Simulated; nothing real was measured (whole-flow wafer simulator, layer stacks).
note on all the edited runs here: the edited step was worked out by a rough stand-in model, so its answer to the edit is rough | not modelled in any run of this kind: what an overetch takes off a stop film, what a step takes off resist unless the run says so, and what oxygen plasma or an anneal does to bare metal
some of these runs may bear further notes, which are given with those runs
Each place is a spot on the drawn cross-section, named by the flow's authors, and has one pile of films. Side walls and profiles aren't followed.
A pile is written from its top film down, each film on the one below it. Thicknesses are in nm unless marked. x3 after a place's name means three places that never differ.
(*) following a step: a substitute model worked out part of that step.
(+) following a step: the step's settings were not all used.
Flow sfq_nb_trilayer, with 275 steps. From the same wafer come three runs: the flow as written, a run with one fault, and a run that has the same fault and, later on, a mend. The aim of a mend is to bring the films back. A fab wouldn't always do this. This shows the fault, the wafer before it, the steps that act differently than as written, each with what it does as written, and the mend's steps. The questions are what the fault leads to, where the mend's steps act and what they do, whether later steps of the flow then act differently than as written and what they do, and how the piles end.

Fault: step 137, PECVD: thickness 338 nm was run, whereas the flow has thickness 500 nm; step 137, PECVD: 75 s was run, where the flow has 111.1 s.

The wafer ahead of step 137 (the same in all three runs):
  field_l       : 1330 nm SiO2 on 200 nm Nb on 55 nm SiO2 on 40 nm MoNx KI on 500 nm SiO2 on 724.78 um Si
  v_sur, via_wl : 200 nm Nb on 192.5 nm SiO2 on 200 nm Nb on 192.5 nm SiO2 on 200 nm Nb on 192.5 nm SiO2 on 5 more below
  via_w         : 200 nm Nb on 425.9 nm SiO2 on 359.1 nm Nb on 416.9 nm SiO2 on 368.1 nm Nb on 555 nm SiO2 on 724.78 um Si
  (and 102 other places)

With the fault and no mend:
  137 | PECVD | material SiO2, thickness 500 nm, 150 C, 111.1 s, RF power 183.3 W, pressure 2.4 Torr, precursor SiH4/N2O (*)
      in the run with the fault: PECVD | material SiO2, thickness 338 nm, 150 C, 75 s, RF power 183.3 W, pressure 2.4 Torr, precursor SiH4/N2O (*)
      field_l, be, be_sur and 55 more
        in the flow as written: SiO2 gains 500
        in the run with the fault: SiO2 gains 338
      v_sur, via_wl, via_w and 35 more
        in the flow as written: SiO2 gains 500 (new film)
        in the run with the fault: SiO2 gains 338 (new film)
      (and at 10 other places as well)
  Steps later in the flow that act otherwise than as written (22 more steps, not shown, differ only slightly: by at most 2% or 0.5 nm, whichever is larger):
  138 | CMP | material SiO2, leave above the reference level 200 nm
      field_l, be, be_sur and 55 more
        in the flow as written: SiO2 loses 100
        in the run with the fault: nothing
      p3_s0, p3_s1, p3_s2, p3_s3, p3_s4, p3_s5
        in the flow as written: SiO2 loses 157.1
        in the run with the fault: nothing
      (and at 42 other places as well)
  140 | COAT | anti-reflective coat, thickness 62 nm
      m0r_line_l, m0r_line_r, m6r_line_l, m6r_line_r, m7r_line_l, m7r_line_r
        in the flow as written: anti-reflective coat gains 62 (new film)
        in the run with the fault: anti-reflective coat gains 63.6 (new film)
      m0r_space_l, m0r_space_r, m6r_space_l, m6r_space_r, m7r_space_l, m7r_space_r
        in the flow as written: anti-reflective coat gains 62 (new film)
        in the run with the fault: anti-reflective coat gains 70.8 (new film)
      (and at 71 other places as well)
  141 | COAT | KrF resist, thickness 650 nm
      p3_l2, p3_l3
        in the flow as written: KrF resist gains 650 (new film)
        in the run with the fault: KrF resist gains 633.1 (new film)
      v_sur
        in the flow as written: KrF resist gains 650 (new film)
        in the run with the fault: KrF resist gains 627.6 (new film)
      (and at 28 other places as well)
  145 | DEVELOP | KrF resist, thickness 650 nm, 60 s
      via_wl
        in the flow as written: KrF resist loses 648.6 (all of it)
        in the run with the fault: KrF resist loses 623.8 (all of it)
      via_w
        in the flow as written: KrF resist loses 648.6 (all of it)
        in the run with the fault: KrF resist loses 627.1 (all of it)
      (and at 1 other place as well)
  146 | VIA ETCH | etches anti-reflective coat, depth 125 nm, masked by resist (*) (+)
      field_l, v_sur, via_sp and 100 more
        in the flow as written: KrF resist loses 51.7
        in the run with the fault: KrF resist loses 47.8
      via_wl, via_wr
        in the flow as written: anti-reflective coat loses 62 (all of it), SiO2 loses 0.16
        in the run with the fault: anti-reflective coat loses 57.4 (all of it), SiO2 loses 0.14
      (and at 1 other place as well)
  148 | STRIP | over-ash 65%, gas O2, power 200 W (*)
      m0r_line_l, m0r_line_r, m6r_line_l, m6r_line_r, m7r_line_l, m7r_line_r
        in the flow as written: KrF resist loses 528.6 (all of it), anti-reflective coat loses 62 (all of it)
        in the run with the fault: KrF resist loses 544.2 (all of it), anti-reflective coat loses 63.6 (all of it)
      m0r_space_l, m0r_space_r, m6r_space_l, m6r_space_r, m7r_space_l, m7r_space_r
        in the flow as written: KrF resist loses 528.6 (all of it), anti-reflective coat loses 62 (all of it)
        in the run with the fault: KrF resist loses 539.4 (all of it), anti-reflective coat loses 70.8 (all of it)
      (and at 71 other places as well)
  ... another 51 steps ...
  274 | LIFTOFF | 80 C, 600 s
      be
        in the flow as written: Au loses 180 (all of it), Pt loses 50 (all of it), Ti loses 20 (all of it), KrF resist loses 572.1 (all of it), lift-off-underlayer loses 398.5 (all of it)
        in the run with the fault: Au loses 180 (all of it), Pt loses 50 (all of it), Ti loses 20 (all of it), KrF resist loses 600.5 (all of it), lift-off-underlayer loses 669 (all of it)
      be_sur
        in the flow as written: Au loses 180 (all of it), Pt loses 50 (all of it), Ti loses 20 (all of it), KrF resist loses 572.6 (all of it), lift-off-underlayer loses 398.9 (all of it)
        in the run with the fault: Au loses 180 (all of it), Pt loses 50 (all of it), Ti loses 20 (all of it), KrF resist loses 582.6 (all of it), lift-off-underlayer loses 376.9 (all of it)
  By the end, the piles at via_v, be, be_sur and 38 more depart from the flow's by more than 2% or 0.5 nm, whichever is larger.
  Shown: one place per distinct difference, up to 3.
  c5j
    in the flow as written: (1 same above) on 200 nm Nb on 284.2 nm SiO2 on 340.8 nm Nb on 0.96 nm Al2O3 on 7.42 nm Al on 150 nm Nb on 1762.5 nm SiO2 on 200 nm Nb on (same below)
    in the run with the fault: (1 same above) on 200 nm Nb on 293.3 nm SiO2 on 183.3 nm Nb on 40.4 nm SiO2 on 170 nm Nb on 0.96 nm Al2O3 on 7.42 nm Al on 150 nm Nb on 1700.5 nm SiO2 on 200 nm Nb on (same below)
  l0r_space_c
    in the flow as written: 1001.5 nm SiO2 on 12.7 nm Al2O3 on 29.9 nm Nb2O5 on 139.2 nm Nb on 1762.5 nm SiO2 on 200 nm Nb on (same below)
    in the run with the fault: 1063.5 nm SiO2 on 12.7 nm Al2O3 on 29.9 nm Nb2O5 on 139.2 nm Nb on 1700.5 nm SiO2 on 200 nm Nb on (same below)
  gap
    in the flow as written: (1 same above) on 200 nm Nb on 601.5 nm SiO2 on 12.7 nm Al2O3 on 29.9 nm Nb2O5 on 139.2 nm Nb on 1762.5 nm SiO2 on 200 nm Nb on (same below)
    in the run with the fault: (1 same above) on 200 nm Nb on 663.5 nm SiO2 on 12.7 nm Al2O3 on 29.9 nm Nb2O5 on 139.2 nm Nb on 1700.5 nm SiO2 on 200 nm Nb on (same below)

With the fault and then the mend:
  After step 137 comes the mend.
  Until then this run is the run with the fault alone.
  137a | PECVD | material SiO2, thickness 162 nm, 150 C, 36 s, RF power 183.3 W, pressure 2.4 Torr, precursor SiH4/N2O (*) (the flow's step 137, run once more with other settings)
      field_l, v_sur, via_wl and 99 more
        SiO2 gains 162
      lsp_r, l0_sur, l0v
        SiO2 gains 159.5
      via_v
        SiO2 gains 152.2
  Steps later in the flow that act otherwise than as written:
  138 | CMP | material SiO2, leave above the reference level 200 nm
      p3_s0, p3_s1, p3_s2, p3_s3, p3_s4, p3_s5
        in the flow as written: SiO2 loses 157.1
        in the run with the mend: SiO2 loses 100
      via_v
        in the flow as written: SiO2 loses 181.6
        in the run with the mend: SiO2 loses 97.9
  By the end, the piles equal the flow's at every place that both follow.
